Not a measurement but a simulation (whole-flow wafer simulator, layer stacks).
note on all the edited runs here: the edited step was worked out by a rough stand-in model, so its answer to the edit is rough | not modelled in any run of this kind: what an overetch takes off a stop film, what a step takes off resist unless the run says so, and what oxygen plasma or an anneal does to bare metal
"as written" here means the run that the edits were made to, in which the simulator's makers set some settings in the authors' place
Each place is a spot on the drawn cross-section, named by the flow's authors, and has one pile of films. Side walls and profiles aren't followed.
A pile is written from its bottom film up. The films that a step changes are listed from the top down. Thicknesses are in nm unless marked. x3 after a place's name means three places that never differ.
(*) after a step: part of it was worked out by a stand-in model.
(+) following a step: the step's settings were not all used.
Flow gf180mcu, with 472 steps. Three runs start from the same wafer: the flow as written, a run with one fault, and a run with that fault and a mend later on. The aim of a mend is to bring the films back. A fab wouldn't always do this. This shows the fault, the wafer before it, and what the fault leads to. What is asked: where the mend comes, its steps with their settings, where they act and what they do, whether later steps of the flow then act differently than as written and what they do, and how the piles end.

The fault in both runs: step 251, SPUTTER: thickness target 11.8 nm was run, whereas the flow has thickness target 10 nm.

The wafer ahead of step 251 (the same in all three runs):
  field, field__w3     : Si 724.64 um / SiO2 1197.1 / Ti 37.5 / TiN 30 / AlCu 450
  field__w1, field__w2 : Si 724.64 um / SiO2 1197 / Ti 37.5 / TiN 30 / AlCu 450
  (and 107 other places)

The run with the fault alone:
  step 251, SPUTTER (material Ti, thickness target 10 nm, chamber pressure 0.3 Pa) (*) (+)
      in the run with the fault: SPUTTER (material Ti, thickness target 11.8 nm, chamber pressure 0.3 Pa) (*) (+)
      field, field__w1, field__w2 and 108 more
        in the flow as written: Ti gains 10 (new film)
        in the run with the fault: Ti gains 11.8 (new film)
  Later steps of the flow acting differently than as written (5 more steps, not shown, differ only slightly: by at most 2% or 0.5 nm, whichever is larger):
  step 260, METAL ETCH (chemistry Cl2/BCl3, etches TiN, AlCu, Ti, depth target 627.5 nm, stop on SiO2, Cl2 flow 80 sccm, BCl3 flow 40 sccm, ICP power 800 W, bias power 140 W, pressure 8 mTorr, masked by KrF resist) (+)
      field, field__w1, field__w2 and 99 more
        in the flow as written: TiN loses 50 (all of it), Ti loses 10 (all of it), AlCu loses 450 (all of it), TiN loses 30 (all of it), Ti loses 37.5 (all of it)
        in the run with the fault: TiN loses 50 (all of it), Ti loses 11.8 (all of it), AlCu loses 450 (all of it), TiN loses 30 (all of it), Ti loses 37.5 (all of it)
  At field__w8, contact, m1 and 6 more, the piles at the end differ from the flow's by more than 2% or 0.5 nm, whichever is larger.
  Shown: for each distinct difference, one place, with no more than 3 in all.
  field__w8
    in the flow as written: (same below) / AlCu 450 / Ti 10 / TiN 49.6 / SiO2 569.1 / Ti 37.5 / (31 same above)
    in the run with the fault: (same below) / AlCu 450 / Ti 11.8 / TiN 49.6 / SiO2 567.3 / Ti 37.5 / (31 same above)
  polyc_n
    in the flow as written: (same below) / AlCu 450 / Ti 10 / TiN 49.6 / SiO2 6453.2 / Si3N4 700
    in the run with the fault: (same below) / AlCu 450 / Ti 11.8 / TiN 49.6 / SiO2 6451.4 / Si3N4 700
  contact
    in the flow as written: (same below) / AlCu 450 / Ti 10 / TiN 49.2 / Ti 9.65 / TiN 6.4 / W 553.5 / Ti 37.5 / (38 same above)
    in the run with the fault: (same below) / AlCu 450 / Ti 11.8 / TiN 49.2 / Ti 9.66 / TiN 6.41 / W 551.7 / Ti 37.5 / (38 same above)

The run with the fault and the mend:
  The mend stands after step 251.
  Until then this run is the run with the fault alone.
  step 251a, METAL ETCH (chemistry Cl2/BCl3, etches TiN, AlCu, Ti, depth target 1.8 nm, Cl2 flow 80 sccm, BCl3 flow 40 sccm, ICP power 800 W, bias power 140 W, pressure 8 mTorr)
      field, field__w1, field__w2 and 108 more
        Ti loses 1.8
  Every later step of the flow that is run acts as written at every place that is followed.
  The piles end the same as the flow's at every place that both follow.
